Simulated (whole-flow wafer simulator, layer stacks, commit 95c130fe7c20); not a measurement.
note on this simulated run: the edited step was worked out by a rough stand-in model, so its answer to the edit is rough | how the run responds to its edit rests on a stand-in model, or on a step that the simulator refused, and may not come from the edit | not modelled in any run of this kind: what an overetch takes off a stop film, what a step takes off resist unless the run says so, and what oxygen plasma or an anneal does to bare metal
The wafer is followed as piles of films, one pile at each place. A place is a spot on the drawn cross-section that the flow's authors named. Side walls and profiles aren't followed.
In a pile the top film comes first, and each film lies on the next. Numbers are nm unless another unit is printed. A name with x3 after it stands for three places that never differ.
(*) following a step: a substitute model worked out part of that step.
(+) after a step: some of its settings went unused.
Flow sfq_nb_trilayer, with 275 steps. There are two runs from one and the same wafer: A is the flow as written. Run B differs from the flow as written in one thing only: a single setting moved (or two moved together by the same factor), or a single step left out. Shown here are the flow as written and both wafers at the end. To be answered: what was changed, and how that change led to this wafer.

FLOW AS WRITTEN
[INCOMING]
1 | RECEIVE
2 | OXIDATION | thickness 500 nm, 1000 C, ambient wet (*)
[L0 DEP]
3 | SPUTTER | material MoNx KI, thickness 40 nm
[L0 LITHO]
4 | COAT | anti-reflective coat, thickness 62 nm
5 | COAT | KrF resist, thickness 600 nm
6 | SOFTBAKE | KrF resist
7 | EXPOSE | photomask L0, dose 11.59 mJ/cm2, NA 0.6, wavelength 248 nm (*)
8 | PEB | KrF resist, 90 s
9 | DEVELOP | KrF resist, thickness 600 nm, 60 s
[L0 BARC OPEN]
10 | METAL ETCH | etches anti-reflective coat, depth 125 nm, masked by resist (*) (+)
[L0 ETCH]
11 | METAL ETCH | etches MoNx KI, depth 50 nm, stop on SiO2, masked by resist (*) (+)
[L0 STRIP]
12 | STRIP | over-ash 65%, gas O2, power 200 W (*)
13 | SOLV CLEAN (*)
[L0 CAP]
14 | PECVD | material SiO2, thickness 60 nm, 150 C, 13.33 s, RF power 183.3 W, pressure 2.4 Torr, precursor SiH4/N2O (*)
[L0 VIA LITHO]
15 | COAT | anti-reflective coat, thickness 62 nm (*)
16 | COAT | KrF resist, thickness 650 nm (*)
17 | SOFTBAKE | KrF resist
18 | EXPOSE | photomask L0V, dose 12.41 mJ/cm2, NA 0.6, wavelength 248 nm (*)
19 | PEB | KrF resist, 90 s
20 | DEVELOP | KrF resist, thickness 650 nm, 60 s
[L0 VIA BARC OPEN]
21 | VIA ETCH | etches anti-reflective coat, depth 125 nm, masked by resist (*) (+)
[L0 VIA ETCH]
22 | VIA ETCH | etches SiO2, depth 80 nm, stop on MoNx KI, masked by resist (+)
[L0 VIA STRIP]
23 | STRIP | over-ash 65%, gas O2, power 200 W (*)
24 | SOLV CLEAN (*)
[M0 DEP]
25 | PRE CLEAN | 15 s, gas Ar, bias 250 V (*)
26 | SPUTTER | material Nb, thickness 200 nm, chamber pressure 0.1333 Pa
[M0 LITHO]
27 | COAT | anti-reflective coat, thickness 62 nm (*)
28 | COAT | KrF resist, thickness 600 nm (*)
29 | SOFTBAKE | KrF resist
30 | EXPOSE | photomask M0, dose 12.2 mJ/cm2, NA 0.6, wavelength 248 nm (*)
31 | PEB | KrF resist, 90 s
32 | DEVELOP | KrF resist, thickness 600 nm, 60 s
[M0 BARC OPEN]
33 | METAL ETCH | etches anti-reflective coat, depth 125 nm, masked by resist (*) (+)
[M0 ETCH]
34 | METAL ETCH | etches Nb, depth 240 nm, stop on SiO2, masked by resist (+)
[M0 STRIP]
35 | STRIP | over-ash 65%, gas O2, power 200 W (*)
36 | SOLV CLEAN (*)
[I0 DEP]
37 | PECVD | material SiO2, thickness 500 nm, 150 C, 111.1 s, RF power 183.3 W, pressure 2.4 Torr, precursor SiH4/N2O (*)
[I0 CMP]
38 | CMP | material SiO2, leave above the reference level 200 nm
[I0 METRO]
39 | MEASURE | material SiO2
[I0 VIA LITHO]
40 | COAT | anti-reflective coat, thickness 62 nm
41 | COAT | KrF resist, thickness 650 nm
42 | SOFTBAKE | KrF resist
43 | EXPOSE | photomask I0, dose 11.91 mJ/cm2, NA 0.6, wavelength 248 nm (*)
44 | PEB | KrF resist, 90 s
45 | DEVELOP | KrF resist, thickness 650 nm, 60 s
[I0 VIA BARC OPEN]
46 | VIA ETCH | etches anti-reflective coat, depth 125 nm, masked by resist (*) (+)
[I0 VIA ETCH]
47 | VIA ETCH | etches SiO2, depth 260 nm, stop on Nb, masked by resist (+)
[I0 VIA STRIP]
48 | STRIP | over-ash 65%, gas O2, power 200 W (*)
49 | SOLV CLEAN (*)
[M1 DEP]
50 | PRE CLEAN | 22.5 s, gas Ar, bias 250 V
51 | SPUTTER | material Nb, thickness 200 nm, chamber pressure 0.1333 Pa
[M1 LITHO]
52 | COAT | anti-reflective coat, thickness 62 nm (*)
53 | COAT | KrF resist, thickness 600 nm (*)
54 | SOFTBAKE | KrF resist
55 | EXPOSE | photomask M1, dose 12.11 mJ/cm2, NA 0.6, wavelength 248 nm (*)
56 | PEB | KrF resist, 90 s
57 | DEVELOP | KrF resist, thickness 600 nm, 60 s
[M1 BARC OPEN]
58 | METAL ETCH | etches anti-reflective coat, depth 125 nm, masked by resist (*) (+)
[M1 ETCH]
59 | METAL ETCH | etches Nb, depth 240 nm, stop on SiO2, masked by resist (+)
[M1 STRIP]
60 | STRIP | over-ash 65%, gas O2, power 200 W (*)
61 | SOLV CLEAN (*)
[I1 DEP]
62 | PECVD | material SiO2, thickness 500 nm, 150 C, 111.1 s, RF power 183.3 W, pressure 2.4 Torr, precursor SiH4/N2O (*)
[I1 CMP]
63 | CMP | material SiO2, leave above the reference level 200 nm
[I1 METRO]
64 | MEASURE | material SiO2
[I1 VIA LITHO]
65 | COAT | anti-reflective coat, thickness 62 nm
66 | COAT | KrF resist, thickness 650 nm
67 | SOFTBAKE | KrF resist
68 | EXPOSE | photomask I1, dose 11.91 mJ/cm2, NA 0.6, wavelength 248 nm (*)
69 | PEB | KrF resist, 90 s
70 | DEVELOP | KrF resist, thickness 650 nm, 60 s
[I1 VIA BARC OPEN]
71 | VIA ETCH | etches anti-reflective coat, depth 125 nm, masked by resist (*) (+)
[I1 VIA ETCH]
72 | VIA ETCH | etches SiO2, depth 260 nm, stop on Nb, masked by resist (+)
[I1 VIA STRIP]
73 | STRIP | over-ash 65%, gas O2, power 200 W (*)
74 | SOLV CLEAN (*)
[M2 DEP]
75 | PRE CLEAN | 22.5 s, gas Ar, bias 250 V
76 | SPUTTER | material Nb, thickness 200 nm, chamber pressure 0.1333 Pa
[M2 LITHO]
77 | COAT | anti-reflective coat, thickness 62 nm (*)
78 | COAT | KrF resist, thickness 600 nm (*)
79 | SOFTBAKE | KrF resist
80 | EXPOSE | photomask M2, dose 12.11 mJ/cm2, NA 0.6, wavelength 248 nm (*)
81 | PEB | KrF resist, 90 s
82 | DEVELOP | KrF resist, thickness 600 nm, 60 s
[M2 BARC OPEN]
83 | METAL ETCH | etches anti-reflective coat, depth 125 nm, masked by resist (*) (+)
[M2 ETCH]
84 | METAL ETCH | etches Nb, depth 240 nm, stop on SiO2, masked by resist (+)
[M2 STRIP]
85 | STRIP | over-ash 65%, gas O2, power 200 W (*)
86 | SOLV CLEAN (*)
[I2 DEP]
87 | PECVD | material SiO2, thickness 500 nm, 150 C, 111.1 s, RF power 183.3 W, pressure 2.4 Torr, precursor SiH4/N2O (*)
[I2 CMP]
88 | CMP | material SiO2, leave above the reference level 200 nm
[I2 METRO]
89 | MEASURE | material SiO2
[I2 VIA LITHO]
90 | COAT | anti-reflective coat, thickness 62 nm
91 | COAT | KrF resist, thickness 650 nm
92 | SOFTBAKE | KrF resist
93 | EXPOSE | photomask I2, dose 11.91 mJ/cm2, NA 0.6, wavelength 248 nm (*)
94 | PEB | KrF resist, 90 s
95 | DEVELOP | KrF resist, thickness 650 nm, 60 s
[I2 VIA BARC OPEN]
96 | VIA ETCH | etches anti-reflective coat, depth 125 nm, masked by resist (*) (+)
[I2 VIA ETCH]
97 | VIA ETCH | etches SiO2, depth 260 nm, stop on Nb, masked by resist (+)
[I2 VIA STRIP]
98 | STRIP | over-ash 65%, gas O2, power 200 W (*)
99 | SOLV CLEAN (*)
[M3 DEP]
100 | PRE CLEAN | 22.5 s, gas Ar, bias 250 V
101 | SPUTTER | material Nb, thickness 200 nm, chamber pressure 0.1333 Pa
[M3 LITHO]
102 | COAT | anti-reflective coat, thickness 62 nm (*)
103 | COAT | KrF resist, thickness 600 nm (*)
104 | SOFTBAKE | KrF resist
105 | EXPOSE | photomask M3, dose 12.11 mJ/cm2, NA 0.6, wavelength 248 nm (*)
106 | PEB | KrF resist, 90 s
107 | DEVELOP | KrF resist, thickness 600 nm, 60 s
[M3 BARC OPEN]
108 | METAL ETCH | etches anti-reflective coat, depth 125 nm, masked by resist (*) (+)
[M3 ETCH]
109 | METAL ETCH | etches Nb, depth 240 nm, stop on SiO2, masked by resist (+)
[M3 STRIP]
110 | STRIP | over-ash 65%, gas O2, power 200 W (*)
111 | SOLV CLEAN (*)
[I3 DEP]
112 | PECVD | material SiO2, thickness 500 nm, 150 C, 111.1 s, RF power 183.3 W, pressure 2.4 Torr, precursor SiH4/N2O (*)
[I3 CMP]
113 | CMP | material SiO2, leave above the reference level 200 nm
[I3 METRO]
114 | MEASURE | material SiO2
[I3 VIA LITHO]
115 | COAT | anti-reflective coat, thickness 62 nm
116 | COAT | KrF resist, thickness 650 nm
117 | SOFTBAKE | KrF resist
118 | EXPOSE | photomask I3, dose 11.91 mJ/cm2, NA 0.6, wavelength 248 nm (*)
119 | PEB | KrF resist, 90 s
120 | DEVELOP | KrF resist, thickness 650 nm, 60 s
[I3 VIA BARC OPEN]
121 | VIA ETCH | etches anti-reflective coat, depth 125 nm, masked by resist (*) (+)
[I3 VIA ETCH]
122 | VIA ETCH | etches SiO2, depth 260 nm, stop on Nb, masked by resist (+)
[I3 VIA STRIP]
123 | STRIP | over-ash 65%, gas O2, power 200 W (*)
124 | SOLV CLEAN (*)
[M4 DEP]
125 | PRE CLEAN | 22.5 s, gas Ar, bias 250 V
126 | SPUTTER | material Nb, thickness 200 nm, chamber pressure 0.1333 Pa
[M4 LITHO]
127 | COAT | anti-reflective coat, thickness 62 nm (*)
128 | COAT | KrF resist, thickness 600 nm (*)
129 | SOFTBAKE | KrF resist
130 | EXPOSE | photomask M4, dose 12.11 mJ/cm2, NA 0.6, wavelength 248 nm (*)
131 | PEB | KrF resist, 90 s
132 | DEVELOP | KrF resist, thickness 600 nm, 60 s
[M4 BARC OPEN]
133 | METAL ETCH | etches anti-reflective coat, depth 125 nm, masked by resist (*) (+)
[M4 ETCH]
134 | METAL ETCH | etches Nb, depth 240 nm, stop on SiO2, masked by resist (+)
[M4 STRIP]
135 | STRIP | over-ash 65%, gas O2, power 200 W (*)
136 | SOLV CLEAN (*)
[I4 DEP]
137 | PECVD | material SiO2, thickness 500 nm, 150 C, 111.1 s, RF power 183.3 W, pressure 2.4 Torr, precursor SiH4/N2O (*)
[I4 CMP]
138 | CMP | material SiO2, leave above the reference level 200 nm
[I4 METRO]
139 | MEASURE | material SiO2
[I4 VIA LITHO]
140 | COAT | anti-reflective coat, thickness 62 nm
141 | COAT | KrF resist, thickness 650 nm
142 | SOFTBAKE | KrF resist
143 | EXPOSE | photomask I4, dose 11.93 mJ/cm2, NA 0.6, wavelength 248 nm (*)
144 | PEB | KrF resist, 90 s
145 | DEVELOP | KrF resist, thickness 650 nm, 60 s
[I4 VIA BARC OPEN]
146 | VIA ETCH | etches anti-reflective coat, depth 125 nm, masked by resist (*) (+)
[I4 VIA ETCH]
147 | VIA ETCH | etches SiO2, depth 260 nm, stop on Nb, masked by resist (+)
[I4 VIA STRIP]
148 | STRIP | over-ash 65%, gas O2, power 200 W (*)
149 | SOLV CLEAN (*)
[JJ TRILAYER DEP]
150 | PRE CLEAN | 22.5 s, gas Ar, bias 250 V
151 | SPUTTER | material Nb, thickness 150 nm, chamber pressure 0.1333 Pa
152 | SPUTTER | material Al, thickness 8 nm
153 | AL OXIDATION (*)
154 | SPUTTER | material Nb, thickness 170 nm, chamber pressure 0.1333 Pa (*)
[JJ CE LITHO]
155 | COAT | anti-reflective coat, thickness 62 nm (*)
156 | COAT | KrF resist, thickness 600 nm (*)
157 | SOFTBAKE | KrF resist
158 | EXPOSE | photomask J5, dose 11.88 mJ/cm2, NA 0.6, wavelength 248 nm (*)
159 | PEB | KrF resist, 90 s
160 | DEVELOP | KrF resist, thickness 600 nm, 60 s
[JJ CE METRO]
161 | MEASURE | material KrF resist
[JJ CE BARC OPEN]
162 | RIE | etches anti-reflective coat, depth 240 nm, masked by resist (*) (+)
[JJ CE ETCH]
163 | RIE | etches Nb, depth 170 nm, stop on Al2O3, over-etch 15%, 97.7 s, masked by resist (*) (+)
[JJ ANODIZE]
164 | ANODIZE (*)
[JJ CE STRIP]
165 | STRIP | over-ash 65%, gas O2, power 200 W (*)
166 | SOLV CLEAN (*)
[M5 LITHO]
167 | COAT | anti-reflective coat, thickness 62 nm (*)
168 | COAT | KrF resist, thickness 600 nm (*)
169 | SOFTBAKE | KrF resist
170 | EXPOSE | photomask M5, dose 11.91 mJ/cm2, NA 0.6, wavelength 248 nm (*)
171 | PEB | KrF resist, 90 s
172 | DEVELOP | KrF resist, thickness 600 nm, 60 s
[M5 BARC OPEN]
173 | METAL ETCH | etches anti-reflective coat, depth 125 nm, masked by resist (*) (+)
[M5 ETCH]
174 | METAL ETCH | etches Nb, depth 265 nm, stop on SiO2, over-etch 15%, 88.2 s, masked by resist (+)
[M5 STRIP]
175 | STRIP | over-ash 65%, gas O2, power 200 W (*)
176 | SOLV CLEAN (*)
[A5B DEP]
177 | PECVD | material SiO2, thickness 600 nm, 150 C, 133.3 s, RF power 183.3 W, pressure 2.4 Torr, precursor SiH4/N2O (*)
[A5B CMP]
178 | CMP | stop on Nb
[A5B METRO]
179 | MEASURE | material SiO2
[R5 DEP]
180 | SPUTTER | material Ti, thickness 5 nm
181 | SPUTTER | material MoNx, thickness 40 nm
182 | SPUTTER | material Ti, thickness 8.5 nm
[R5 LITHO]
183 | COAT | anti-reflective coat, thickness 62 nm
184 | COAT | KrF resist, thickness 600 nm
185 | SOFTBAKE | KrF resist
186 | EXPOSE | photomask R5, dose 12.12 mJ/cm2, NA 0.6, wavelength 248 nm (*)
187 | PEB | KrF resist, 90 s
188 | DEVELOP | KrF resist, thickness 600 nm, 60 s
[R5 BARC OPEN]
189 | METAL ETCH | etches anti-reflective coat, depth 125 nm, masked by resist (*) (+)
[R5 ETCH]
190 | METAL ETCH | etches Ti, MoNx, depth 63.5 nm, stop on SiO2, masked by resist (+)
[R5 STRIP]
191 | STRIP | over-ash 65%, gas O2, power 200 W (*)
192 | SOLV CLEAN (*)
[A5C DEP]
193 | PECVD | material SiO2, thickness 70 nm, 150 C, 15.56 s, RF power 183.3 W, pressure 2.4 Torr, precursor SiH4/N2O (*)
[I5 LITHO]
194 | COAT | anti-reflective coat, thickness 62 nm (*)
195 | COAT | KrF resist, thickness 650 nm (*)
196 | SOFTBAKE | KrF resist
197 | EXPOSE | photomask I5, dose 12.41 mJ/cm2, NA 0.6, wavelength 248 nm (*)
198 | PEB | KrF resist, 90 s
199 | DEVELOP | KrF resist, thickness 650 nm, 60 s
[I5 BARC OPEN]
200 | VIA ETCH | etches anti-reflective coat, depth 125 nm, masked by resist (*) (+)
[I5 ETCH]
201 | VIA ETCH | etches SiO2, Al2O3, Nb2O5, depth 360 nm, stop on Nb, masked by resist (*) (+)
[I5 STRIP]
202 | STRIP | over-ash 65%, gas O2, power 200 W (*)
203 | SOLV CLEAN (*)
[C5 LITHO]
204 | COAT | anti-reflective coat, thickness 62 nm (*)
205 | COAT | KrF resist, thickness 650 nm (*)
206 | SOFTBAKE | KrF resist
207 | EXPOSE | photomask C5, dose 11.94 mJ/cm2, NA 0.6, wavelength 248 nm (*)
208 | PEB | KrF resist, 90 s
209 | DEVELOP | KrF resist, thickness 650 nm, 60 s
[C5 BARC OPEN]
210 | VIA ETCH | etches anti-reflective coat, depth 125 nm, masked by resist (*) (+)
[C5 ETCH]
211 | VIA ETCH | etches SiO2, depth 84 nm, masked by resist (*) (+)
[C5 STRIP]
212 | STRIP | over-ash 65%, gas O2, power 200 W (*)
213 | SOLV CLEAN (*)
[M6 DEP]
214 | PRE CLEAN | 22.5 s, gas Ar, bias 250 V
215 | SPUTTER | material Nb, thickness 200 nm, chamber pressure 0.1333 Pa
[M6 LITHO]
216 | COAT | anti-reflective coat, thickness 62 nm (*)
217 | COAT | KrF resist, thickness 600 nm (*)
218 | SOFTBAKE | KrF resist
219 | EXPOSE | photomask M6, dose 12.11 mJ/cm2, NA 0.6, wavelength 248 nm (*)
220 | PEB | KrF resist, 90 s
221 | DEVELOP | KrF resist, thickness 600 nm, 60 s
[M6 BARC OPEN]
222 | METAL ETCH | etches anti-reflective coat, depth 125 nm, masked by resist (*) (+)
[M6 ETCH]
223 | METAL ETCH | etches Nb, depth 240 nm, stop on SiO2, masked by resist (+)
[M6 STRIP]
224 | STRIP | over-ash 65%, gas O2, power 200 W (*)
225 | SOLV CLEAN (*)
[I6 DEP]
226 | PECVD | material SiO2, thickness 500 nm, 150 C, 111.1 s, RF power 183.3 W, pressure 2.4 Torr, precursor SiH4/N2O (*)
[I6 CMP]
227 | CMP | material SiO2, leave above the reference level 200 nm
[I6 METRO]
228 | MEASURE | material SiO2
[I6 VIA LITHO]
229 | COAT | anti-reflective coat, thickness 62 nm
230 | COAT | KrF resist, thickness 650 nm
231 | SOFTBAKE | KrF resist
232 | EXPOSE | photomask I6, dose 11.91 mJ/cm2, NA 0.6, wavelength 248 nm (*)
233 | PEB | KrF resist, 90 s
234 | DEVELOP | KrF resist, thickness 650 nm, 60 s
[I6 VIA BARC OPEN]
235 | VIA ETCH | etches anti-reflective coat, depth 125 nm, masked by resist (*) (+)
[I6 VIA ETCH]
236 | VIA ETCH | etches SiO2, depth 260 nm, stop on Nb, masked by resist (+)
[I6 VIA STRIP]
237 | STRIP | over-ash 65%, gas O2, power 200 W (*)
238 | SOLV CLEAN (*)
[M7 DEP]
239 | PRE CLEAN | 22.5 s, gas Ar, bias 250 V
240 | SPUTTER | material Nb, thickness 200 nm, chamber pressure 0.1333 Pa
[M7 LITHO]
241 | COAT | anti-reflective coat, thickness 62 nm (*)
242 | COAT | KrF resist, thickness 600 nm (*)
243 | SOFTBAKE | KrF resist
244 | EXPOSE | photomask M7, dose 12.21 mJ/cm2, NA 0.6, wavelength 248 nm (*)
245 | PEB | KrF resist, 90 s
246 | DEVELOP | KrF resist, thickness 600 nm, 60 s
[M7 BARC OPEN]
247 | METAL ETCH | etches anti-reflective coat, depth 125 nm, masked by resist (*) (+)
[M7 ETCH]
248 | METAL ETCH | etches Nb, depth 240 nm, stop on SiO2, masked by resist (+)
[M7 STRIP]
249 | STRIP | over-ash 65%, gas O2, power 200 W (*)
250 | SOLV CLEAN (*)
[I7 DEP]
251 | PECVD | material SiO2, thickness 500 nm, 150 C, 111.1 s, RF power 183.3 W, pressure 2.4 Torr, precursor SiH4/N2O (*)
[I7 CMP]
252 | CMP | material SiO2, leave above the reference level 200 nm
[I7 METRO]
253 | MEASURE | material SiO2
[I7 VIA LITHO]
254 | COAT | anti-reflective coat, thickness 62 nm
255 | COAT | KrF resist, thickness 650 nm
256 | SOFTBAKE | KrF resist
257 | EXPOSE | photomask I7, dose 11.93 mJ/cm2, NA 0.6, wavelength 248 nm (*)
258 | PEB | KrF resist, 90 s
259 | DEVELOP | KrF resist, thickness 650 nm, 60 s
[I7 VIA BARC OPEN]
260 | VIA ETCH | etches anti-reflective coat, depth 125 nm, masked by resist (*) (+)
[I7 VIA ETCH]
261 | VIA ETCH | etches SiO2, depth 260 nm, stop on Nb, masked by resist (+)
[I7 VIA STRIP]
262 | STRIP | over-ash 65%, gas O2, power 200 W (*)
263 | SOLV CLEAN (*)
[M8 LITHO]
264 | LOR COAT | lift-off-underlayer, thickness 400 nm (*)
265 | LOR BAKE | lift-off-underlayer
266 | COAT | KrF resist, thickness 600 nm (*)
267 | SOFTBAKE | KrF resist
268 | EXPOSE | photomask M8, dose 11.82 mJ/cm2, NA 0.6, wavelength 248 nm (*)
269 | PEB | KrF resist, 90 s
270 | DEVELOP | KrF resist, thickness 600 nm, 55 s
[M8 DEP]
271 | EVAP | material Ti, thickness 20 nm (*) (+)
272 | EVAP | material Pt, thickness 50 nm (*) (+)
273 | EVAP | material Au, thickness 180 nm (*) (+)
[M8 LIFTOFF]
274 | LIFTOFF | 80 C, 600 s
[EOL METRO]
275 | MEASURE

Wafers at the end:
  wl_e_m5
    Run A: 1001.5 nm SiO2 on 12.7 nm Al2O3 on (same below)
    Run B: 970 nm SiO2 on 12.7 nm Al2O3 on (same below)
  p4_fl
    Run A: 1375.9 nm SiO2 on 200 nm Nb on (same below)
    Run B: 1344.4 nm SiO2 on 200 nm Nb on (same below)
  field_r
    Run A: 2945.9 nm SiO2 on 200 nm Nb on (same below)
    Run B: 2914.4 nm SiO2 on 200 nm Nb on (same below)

What caused this: step 193, PECVD: thickness 38.5 nm was run, whereas the flow has thickness 70 nm; step 193, PECVD: 8.556 s was run, where the flow has 15.56 s.

The path from the change to this, step by step:
  193 | PECVD | material SiO2, thickness 70 nm, 150 C, 15.56 s, RF power 183.3 W, pressure 2.4 Torr, precursor SiH4/N2O (*)
      field_l, v_sur, via_wl and 92 more: A +70 SiO2 | B +38.5 SiO2
      ce_l, c5j, ce_r and 8 more: A +70 SiO2 (new film) | B +38.5 SiO2 (new film)
  201 | VIA ETCH | etches SiO2, Al2O3, Nb2O5, depth 360 nm, stop on Nb, masked by resist (*) (+)
      be: A -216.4 SiO2 (all of it), -12.7 Al2O3 (all of it), -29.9 Nb2O5 (all of it) | B -184.9 SiO2 (all of it), -12.7 Al2O3 (all of it), -29.9 Nb2O5 (all of it)
  204 | COAT | anti-reflective coat, thickness 62 nm (*)
      wire: A +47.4 anti-reflective coat (new film) | B +48.6 anti-reflective coat (new film)
      be: A +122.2 anti-reflective coat (new film) | B +117.5 anti-reflective coat (new film)
      (and at 1 other place as well)
  205 | COAT | KrF resist, thickness 650 nm (*)
      be: A +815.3 KrF resist (new film) | B +792.7 KrF resist (new film)
  211 | VIA ETCH | etches SiO2, depth 84 nm, masked by resist (*) (+)
      field_l, v_sur, via_wl and 101 more: A -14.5 KrF resist | B -9.92 KrF resist
      c5j: A -69.9 SiO2 (all of it), -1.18 Nb | B -38.4 SiO2 (all of it), -1.6 Nb
      (and at 1 other place as well)
  212 | STRIP | over-ash 65%, gas O2, power 200 W (*)
      wire: A -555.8 KrF resist (all of it), -47.4 anti-reflective coat (all of it) | B -561.8 KrF resist (all of it), -48.6 anti-reflective coat (all of it)
      be: A -728.2 KrF resist (all of it), -122.2 anti-reflective coat (all of it) | B -710.2 KrF resist (all of it), -117.5 anti-reflective coat (all of it)
      (and at 1 other place as well)
  215 | SPUTTER | material Nb, thickness 200 nm, chamber pressure 0.1333 Pa
      be: A +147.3 Nb | B +154.6 Nb
      c5j: A +188.4 Nb | B +196.4 Nb
      (and at 1 other place as well)
  216 | COAT | anti-reflective coat, thickness 62 nm (*)
      wire: A +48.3 anti-reflective coat (new film) | B +49.4 anti-reflective coat (new film)
      be: A +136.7 anti-reflective coat (new film) | B +130.8 anti-reflective coat (new film)
      (and at 9 other places as well)
  217 | COAT | KrF resist, thickness 600 nm (*)
      be: A +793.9 KrF resist (new film) | B +767 KrF resist (new film)
      c5j: A +636 KrF resist (new film) | B +623 KrF resist (new film)
      (and at 1 other place as well)
  224 | STRIP | over-ash 65%, gas O2, power 200 W (*)
      wire: A -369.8 KrF resist (all of it), -48.3 anti-reflective coat (all of it) | B -372.3 KrF resist (all of it), -49.4 anti-reflective coat (all of it)
      be: A -575.8 KrF resist (all of it), -136.7 anti-reflective coat (all of it) | B -549 KrF resist (all of it), -130.8 anti-reflective coat (all of it)
      (and at 9 other places as well)
  226 | PECVD | material SiO2, thickness 500 nm, 150 C, 111.1 s, RF power 183.3 W, pressure 2.4 Torr, precursor SiH4/N2O (*)
      be: A +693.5 SiO2 (new film) | B +654.8 SiO2 (new film)
      c5j: A +514.7 SiO2 (new film) | B +500 SiO2 (new film)
  227 | CMP | material SiO2, leave above the reference level 200 nm
      c5j: A -223 SiO2 | B -247.4 SiO2
      res: A -279.4 SiO2 | B -318 SiO2
